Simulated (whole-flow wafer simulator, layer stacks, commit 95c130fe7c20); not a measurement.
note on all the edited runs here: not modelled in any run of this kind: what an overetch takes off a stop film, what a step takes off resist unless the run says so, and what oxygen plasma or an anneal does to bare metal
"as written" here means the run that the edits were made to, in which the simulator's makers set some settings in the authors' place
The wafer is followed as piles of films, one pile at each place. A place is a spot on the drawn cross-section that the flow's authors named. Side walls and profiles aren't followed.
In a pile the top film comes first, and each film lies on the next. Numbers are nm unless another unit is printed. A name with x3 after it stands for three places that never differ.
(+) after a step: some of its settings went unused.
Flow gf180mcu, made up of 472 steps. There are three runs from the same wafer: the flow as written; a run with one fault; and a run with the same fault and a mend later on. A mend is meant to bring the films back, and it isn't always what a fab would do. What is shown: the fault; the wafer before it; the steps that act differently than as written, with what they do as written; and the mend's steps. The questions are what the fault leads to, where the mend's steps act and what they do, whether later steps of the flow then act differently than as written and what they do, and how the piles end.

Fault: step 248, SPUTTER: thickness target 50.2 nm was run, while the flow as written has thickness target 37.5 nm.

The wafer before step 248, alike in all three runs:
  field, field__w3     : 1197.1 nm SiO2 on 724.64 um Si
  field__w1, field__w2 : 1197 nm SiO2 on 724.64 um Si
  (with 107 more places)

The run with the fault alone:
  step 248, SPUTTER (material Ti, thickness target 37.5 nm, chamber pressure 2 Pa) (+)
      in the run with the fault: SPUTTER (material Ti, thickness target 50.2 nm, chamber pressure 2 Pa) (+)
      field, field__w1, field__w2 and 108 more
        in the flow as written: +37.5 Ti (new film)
        in the run with the fault: +50.2 Ti (new film)
  Later steps of the flow acting differently than as written:
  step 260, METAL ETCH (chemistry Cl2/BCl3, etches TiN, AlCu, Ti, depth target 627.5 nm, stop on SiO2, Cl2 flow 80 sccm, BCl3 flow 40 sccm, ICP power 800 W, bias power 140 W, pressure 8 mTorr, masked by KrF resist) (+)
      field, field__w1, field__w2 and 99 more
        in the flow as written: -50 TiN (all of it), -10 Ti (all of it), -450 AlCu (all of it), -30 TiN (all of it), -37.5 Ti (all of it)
        in the run with the fault: -50 TiN (all of it), -10 Ti (all of it), -450 AlCu (all of it), -30 TiN (all of it), -50.2 Ti (all of it)
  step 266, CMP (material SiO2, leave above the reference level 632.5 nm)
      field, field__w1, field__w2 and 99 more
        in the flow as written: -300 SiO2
        in the run with the fault: -287.3 SiO2
  At field__w8, contact, m1 and 6 more, the piles at the end differ from the flow's by more than 2% or 0.5 nm, whichever is larger.
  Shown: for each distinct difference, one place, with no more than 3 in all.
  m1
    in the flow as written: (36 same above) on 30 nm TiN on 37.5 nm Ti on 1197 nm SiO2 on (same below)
    in the run with the fault: (36 same above) on 30 nm TiN on 50.2 nm Ti on 1197 nm SiO2 on (same below)
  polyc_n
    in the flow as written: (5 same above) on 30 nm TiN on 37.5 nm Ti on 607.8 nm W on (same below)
    in the run with the fault: (5 same above) on 30 nm TiN on 50.2 nm Ti on 607.8 nm W on (same below)
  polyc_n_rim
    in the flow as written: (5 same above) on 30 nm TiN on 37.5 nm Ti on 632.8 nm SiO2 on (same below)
    in the run with the fault: (5 same above) on 30 nm TiN on 50.2 nm Ti on 632.8 nm SiO2 on (same below)

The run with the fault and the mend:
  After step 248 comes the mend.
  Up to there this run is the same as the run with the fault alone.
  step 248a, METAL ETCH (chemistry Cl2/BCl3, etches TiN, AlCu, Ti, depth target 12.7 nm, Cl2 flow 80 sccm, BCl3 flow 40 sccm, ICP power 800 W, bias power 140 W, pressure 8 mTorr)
      field, field__w1, field__w2 and 108 more
        -12.7 Ti
  Later steps of the flow that are run all act as written at every place that is followed.
  The piles end the same as the flow's at every place that both follow.
